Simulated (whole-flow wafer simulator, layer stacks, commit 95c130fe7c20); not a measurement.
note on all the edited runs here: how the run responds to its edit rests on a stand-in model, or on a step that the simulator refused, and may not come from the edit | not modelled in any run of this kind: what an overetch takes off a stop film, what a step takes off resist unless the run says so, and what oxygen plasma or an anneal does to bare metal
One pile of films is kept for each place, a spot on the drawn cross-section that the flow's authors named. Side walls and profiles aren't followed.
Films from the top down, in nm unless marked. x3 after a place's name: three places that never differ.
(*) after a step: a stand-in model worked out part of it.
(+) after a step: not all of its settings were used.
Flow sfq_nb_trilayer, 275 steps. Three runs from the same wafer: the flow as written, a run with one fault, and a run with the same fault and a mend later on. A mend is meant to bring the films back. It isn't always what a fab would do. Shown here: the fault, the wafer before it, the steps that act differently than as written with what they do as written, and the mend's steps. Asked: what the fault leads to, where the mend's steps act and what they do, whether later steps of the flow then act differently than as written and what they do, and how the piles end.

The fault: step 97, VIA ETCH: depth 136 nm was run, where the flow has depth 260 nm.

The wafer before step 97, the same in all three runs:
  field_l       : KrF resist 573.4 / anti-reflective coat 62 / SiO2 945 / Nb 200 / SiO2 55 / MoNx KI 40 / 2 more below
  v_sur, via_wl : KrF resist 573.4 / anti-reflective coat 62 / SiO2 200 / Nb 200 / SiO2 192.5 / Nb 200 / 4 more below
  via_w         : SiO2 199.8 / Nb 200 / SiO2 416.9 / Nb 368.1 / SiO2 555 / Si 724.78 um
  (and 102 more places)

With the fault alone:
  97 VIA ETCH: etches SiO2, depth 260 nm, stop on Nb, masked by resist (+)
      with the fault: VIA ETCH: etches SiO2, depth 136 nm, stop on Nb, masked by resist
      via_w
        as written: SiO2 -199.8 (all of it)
        with the fault: SiO2 -136
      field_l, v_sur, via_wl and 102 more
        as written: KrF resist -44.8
        with the fault: KrF resist -23.4
  Later steps of the flow that act differently than as written (3 more steps differ only slightly, by at most 2% or 0.5 nm, whichever is larger, and aren't shown):
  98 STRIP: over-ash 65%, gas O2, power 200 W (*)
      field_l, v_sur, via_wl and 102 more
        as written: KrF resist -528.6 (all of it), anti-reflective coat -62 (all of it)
        with the fault: KrF resist -550 (all of it), anti-reflective coat -62 (all of it)
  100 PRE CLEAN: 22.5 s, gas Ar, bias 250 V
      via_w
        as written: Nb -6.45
        with the fault: SiO2 -7.5
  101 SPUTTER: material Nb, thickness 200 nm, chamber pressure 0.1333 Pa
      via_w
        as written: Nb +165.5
        with the fault: Nb +179.4 (new film)
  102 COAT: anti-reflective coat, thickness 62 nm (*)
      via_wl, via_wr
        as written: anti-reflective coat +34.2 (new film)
        with the fault: anti-reflective coat +35.5 (new film)
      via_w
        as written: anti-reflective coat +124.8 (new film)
        with the fault: anti-reflective coat +110.1 (new film)
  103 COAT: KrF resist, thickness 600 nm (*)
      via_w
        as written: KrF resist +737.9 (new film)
        with the fault: KrF resist +686 (new film)
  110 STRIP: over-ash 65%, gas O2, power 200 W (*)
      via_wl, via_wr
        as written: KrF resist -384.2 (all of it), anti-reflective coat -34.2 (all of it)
        with the fault: KrF resist -390.6 (all of it), anti-reflective coat -35.5 (all of it)
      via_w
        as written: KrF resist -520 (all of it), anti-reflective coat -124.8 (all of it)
        with the fault: KrF resist -468.2 (all of it), anti-reflective coat -110.1 (all of it)
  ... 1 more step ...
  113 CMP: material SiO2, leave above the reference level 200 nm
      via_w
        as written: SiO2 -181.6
        with the fault: SiO2 -157.1
  At the end the piles differ from the flow's by more than 2% or 0.5 nm, whichever is larger, at via_w.
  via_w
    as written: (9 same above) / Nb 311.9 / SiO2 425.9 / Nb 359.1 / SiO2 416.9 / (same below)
    with the fault: (9 same above) / Nb 311.9 / SiO2 349.3 / Nb 179.4 / SiO2 56.3 / Nb 200 / SiO2 416.9 / (same below)

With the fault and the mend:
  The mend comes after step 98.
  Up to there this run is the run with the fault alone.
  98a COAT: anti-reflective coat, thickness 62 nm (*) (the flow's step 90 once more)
      p4_fl x3, p4_w1 x9, p4_g1 x2 and 63 more
        anti-reflective coat +62 (new film)
      jj_sur, ce_l, c5j and 9 more
        anti-reflective coat +61.8 (new film)
      ln_m5, lsp_m, ln_m6, lsp_r, l0_sur, l0v
        anti-reflective coat +61.9 (new film)
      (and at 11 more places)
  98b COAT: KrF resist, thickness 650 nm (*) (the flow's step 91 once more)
      p4_fl x3, p4_w1 x9, p4_g1 x2 and 63 more
        KrF resist +650 (new film)
      res, r_end, moat and 8 more
        KrF resist +649.6 (new film)
      ce_l, c5j, ce_r
        KrF resist +649.4 (new film)
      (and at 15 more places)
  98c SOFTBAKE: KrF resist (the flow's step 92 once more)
      changes no film at any place that is followed
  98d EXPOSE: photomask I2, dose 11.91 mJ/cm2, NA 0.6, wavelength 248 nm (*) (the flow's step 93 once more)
      changes no film at any place that is followed
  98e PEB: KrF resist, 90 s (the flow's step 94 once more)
      be_sur, gap, jj_sur and 94 more
        KrF resist -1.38
      field_l, v_sur, via_sp
        KrF resist -1.36
      via_v, wire, be
        KrF resist -1.37
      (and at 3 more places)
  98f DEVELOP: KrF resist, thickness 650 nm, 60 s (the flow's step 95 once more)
      field_l, v_sur, via_wl and 102 more
        KrF resist -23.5
      via_w
        KrF resist -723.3 (all of it)
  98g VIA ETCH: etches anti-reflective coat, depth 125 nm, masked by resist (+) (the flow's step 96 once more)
      field_l, v_sur, via_wl and 102 more
        KrF resist -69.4
      via_w
        anti-reflective coat -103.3 (all of it), SiO2 -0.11
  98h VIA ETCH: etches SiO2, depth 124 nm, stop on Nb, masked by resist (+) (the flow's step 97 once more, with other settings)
      field_l, v_sur, via_wl and 102 more
        KrF resist -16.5
      via_w
        SiO2 -63.7 (all of it)
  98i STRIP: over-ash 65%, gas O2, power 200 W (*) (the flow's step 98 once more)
      p4_fl x3, p4_w1 x9, p4_g1 x2 and 63 more
        KrF resist -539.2 (all of it), anti-reflective coat -62 (all of it)
      ln_m5, lsp_m, ln_m6, lsp_r, l0_sur
        KrF resist -538.8 (all of it), anti-reflective coat -61.9 (all of it)
      r_end, moat, field_r, lsp_l
        KrF resist -538.8 (all of it), anti-reflective coat -61.8 (all of it)
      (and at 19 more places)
  No later step of the flow acts differently than as written at any place that is followed.
  At the end the piles are the same as the flow's at every place that both follow.
